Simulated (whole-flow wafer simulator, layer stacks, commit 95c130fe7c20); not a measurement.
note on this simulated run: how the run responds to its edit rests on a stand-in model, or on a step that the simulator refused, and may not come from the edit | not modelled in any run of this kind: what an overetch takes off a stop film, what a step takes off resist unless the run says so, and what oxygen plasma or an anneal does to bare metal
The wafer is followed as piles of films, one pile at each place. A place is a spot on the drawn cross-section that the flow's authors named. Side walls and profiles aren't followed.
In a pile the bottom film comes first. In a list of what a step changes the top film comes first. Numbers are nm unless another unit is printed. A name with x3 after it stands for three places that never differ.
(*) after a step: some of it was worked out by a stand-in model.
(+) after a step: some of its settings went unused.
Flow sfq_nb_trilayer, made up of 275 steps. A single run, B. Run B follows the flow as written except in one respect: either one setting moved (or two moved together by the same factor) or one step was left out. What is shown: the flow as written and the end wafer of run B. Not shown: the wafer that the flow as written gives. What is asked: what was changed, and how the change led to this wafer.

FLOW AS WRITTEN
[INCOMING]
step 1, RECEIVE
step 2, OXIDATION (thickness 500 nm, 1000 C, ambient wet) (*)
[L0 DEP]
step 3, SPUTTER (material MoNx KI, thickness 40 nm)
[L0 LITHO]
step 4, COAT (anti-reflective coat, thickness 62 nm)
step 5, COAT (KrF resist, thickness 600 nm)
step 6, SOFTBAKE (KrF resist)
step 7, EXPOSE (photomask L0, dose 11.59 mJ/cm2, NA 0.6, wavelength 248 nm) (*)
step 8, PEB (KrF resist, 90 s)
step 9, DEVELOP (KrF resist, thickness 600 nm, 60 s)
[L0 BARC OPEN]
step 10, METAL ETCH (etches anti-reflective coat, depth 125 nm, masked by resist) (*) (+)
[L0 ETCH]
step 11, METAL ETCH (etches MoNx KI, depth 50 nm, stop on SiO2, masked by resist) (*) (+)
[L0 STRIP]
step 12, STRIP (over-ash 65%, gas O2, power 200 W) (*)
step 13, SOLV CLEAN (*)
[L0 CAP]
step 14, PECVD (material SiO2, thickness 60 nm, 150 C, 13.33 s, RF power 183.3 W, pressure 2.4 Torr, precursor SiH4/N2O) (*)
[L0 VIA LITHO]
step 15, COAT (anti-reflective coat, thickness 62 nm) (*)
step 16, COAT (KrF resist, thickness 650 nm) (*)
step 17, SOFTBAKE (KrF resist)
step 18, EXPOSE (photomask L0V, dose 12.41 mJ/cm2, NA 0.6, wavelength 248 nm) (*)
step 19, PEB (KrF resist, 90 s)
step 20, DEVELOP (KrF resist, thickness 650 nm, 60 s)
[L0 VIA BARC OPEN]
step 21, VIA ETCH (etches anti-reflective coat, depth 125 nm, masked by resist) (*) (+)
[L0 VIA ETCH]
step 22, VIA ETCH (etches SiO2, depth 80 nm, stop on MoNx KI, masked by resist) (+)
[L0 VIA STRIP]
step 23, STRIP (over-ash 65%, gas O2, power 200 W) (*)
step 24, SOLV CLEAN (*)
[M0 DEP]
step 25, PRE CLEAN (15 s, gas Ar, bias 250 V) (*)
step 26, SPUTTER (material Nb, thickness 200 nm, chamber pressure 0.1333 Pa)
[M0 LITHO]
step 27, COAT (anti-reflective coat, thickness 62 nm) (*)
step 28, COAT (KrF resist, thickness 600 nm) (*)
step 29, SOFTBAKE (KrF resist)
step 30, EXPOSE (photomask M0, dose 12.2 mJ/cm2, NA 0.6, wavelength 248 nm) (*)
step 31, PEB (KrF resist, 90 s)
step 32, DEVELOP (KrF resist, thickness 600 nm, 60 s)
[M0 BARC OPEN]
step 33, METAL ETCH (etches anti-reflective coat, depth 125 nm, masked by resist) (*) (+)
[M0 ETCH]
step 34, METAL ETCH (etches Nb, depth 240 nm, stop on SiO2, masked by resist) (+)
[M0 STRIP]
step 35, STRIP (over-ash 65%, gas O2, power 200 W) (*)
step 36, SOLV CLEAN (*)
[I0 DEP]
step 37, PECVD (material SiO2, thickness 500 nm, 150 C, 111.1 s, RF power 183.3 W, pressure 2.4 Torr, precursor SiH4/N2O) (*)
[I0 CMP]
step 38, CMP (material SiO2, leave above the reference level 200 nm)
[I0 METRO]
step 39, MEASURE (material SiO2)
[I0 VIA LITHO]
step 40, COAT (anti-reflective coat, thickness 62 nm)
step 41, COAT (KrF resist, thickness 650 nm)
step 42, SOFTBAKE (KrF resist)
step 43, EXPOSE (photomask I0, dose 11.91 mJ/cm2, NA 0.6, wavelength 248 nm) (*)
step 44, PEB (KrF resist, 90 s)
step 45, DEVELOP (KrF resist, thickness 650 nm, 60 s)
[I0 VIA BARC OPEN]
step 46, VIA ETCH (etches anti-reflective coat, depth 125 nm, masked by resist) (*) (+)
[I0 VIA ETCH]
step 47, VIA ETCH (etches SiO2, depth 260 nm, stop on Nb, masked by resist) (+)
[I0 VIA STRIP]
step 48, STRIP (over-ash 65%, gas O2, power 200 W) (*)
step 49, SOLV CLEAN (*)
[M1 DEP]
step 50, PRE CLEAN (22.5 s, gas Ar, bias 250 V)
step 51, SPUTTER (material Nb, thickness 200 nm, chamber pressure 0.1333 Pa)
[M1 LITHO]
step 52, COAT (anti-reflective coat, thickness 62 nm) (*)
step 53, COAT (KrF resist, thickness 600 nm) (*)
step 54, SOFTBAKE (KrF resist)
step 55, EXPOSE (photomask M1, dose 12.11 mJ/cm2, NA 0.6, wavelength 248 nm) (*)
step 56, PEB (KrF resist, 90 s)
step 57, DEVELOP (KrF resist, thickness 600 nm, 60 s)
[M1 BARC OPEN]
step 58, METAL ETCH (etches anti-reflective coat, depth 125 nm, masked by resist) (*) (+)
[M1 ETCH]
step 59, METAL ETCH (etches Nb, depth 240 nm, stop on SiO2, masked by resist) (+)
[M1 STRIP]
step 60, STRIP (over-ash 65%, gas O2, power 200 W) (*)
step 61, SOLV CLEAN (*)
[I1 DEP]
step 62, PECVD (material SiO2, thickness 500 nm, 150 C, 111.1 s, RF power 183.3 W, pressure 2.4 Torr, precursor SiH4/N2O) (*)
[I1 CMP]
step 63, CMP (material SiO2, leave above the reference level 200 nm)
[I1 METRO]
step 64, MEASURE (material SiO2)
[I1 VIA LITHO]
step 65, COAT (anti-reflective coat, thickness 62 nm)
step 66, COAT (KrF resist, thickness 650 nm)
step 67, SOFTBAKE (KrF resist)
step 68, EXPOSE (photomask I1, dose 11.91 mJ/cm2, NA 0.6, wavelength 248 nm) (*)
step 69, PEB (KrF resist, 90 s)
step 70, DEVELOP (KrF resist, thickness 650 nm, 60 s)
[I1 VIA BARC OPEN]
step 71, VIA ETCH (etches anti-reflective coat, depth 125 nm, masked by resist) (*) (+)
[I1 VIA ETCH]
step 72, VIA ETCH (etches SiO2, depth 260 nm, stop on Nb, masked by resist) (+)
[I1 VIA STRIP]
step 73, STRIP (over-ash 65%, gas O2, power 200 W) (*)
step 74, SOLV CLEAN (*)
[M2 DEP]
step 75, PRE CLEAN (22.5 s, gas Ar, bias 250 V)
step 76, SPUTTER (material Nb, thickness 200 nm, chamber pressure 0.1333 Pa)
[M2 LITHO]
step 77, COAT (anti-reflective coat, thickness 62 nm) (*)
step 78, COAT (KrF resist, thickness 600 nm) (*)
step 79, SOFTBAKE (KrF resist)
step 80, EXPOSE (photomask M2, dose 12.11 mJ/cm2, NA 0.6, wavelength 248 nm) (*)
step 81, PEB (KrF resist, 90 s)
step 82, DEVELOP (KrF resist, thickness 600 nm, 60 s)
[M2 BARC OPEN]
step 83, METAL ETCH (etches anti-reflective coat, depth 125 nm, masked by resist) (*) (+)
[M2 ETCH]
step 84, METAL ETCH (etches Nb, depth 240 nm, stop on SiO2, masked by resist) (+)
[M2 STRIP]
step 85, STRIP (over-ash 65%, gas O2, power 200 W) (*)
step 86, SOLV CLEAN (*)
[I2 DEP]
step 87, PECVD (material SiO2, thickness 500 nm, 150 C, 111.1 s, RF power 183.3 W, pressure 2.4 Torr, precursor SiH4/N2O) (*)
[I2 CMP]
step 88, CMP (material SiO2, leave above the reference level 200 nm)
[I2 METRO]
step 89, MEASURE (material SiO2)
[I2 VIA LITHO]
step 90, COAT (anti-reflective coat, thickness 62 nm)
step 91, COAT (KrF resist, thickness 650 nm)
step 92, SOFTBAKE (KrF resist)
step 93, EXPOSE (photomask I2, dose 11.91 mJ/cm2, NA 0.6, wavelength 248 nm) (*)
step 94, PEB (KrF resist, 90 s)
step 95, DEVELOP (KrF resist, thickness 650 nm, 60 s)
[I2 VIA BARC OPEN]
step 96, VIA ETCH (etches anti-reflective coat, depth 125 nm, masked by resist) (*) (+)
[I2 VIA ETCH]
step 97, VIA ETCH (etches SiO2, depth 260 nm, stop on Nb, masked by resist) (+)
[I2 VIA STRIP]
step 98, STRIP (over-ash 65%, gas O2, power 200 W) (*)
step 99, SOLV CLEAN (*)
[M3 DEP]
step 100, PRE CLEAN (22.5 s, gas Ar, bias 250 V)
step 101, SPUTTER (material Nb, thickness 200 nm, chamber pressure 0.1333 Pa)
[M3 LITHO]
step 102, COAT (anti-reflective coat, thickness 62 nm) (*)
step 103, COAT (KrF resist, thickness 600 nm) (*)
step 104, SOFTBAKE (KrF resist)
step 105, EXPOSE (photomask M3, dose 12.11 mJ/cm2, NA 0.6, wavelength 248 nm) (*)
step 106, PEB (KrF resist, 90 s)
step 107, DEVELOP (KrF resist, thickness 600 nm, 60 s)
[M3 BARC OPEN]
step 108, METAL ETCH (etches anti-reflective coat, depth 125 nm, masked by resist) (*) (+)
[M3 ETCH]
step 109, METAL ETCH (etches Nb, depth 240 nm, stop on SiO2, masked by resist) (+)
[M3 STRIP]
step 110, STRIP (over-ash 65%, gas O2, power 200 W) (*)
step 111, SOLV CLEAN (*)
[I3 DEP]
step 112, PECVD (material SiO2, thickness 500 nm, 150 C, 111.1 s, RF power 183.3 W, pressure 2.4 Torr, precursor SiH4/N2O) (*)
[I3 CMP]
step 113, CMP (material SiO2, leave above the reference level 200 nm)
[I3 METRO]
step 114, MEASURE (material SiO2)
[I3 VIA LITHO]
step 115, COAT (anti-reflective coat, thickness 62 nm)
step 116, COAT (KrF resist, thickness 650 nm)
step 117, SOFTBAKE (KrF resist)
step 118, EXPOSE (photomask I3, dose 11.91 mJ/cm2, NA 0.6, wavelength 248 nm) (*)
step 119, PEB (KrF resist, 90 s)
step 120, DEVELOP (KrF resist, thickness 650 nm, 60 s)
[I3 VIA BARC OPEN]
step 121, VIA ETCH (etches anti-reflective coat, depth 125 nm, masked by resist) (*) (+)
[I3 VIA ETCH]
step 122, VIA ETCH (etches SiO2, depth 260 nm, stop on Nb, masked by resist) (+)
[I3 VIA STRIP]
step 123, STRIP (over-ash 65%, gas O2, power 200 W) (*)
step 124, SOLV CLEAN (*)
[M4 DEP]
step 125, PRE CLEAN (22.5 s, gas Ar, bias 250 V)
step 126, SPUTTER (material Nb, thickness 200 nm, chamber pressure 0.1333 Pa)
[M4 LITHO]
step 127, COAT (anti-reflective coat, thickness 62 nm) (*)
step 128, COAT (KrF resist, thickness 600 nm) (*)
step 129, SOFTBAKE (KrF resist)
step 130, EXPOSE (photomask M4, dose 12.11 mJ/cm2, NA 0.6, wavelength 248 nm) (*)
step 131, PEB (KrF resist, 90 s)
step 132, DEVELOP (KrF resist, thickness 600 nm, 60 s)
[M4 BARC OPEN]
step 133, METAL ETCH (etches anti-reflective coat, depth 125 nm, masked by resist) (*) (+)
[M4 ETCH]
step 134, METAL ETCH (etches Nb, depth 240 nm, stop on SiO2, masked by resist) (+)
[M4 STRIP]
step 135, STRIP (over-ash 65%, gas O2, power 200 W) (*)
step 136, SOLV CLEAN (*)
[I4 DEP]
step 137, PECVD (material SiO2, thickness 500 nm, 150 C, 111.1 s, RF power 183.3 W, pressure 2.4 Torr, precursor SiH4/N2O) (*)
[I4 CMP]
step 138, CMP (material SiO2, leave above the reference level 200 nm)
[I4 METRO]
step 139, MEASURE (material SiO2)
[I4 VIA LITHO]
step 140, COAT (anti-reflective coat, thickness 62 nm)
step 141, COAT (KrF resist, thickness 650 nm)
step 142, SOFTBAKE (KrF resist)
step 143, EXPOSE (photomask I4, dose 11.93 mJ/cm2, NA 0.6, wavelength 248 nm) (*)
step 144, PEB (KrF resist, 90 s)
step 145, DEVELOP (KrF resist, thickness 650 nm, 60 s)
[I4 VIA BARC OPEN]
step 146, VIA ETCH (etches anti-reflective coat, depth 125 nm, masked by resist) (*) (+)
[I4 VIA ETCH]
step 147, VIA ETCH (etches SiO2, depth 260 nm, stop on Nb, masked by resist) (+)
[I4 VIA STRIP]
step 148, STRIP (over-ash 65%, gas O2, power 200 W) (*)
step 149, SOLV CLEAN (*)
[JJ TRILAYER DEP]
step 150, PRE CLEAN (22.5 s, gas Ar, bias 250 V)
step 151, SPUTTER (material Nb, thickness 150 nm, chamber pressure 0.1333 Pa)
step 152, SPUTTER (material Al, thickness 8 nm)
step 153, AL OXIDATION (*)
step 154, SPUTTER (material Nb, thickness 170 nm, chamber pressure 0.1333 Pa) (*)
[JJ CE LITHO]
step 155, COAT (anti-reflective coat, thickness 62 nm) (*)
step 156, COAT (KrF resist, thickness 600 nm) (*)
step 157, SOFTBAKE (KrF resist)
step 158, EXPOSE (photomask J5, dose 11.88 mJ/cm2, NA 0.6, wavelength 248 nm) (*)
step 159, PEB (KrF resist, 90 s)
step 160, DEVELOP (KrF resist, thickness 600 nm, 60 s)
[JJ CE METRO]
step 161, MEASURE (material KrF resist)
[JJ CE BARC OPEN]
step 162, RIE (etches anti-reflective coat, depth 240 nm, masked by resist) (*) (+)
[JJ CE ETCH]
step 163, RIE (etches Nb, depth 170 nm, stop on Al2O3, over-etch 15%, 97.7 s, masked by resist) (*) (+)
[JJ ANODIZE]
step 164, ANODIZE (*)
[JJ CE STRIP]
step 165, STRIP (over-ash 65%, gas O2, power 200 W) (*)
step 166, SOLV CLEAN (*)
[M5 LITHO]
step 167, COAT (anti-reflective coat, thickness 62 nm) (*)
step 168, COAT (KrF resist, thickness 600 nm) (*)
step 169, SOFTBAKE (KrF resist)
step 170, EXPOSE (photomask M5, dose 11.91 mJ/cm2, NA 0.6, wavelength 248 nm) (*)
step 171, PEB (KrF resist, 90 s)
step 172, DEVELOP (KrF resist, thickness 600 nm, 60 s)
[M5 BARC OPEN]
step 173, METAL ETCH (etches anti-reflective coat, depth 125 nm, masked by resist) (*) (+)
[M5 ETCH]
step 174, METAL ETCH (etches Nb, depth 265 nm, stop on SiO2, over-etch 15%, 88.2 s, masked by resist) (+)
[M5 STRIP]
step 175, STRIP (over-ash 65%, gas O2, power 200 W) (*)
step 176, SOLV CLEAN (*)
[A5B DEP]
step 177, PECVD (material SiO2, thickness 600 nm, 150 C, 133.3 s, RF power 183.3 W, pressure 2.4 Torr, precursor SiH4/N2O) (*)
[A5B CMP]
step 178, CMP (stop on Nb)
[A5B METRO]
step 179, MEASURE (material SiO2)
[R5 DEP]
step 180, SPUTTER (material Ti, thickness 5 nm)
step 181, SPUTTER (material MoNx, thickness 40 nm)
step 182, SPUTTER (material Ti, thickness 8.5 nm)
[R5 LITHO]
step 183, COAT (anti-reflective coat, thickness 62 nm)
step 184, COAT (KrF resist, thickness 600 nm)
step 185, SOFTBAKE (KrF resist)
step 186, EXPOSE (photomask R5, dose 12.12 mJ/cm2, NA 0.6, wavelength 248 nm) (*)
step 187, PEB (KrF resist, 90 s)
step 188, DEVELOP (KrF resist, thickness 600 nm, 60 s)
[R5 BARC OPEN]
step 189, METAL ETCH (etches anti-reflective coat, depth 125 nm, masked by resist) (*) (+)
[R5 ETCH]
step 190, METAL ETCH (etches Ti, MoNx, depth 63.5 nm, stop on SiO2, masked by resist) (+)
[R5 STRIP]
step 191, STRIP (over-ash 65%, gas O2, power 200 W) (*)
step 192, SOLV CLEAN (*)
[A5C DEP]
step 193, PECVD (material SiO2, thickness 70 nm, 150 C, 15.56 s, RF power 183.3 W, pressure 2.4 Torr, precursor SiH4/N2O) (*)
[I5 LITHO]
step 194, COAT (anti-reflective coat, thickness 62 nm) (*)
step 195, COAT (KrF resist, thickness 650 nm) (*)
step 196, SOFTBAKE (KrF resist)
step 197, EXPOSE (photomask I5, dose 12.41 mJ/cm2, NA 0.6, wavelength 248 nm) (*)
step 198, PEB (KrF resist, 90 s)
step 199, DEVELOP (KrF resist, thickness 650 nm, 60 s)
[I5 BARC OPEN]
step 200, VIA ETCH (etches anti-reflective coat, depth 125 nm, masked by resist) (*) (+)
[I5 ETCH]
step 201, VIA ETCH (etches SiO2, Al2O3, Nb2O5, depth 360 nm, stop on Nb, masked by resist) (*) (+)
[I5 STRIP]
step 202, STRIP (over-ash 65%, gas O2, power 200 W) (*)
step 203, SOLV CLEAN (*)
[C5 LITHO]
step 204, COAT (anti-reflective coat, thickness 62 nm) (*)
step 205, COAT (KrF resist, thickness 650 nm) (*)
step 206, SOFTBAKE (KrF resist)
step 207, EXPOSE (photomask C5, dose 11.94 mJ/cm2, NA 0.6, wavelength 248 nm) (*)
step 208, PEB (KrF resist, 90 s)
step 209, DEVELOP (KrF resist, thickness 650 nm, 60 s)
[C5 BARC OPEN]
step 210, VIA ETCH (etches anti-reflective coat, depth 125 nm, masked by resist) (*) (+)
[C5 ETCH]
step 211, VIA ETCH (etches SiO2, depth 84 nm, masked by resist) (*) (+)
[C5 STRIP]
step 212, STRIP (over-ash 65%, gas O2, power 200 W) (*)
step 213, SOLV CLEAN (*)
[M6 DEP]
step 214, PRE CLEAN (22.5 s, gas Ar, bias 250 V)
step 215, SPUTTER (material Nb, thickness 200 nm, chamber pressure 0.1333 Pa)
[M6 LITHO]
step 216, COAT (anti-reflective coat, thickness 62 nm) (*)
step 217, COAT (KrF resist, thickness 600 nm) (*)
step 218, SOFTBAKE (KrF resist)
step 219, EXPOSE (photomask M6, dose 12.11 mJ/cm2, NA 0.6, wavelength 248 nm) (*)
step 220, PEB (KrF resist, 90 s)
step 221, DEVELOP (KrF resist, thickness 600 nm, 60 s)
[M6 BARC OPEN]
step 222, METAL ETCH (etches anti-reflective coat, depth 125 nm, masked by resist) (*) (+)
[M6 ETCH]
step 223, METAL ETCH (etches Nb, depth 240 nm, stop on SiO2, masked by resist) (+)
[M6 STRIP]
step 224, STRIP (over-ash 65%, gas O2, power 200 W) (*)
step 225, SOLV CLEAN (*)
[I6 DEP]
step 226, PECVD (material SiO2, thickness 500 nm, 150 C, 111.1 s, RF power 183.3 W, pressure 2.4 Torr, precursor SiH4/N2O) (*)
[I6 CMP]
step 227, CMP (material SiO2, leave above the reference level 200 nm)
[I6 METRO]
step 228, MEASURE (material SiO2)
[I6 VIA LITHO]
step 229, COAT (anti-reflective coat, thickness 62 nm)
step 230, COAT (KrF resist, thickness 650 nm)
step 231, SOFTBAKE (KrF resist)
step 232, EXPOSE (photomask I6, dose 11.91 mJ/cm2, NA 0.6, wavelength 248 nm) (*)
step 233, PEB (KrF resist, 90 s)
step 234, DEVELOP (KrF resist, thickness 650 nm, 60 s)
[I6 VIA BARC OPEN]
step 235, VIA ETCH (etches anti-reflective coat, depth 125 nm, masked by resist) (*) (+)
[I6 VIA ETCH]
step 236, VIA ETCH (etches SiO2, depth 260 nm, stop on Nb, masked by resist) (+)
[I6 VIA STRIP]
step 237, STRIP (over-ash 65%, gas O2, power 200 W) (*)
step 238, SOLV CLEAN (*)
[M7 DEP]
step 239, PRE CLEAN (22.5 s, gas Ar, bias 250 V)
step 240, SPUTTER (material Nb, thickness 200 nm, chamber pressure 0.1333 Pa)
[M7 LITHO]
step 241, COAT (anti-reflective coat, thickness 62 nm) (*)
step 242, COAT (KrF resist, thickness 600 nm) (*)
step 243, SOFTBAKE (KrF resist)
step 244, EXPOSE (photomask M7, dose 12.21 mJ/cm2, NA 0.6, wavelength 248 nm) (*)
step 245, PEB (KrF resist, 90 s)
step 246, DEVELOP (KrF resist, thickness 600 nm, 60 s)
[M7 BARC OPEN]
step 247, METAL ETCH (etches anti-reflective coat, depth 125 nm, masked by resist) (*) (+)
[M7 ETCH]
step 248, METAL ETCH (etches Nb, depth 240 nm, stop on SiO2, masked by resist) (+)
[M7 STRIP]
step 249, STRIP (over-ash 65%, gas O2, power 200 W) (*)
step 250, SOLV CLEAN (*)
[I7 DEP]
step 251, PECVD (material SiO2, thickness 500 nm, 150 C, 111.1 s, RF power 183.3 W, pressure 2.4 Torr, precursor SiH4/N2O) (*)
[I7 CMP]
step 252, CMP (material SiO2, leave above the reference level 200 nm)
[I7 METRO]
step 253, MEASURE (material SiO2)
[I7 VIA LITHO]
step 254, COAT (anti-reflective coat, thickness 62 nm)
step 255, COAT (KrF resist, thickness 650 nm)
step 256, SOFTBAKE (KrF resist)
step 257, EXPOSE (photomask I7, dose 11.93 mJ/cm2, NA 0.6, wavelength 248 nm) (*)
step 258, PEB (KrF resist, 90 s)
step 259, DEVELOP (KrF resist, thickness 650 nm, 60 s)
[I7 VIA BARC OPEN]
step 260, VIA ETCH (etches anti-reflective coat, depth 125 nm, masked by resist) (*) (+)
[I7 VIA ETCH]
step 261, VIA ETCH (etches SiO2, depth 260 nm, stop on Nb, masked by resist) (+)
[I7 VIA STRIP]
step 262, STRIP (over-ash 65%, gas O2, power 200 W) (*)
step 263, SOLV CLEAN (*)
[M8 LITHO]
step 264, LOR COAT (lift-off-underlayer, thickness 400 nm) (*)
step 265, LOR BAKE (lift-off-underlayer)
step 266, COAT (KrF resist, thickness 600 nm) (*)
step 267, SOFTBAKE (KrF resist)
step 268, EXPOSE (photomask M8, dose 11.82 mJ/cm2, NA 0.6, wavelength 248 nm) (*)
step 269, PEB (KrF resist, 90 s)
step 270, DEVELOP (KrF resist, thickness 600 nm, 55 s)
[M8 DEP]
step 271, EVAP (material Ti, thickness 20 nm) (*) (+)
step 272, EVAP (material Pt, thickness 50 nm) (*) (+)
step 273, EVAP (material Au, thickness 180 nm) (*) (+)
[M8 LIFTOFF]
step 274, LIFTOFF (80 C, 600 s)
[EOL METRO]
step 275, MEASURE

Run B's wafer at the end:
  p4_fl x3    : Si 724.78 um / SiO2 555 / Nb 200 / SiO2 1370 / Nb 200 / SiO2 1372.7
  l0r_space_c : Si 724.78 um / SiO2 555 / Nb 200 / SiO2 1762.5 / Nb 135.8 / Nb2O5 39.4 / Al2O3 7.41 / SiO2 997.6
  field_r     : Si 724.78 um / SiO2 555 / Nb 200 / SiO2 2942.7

The reason: step 152, SPUTTER: thickness 4.8 nm was run, while the flow as written has thickness 8 nm.

Step by step, how the change led to this:
  step 152, SPUTTER (material Al, thickness 8 nm)
      field_l, v_sur, via_sp and 100 more: +4.8 Al (new film) (as written it would have been: +8 Al (new film))
      via_wl, via_wr: +3.08 Al (new film) (as written it would have been: +5.14 Al (new film))
      (and at 1 other place as well)
  step 164, ANODIZE (*)
      field_l, v_sur, via_sp and 96 more: +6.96 Al2O3, +39.4 Nb2O5 (new film), -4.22 Al (all of it), -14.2 Nb (as written it would have been: +12.2 Al2O3, +29.9 Nb2O5 (new film), -7.42 Al (all of it), -10.8 Nb)
      via_wl, via_wr: +4.13 Al2O3 (new film), +45.2 Nb2O5 (new film), -2.5 Al (all of it), -16.3 Nb (as written it would have been: +7.52 Al2O3 (new film), +39.2 Nb2O5 (new film), -4.56 Al (all of it), -14.1 Nb)
      (and at 1 other place as well)
  step 174, METAL ETCH (etches Nb, depth 265 nm, stop on SiO2, over-etch 15%, 88.2 s, masked by resist) (+)
      field_l, r_sur, res and 49 more: -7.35 Al2O3 (all of it), -39.4 Nb2O5 (all of it), -135.8 Nb (all of it), -12.2 SiO2 (as written it would have been: -12.6 Al2O3 (all of it), -29.9 Nb2O5 (all of it), -139.2 Nb (all of it), -12.3 SiO2)
      wl_a_sl: -7.34 Al2O3 (all of it), -39.4 Nb2O5 (all of it), -135.8 Nb (all of it), -12.2 SiO2 (as written it would have been: -12.6 Al2O3 (all of it), -29.9 Nb2O5 (all of it), -139.2 Nb (all of it), -12.3 SiO2)
  step 201, VIA ETCH (etches SiO2, Al2O3, Nb2O5, depth 360 nm, stop on Nb, masked by resist) (*) (+)
      be: -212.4 SiO2 (all of it), -7.41 Al2O3 (all of it), -39.4 Nb2O5 (all of it) (as written it would have been: -216.4 SiO2 (all of it), -12.7 Al2O3 (all of it), -29.9 Nb2O5 (all of it))
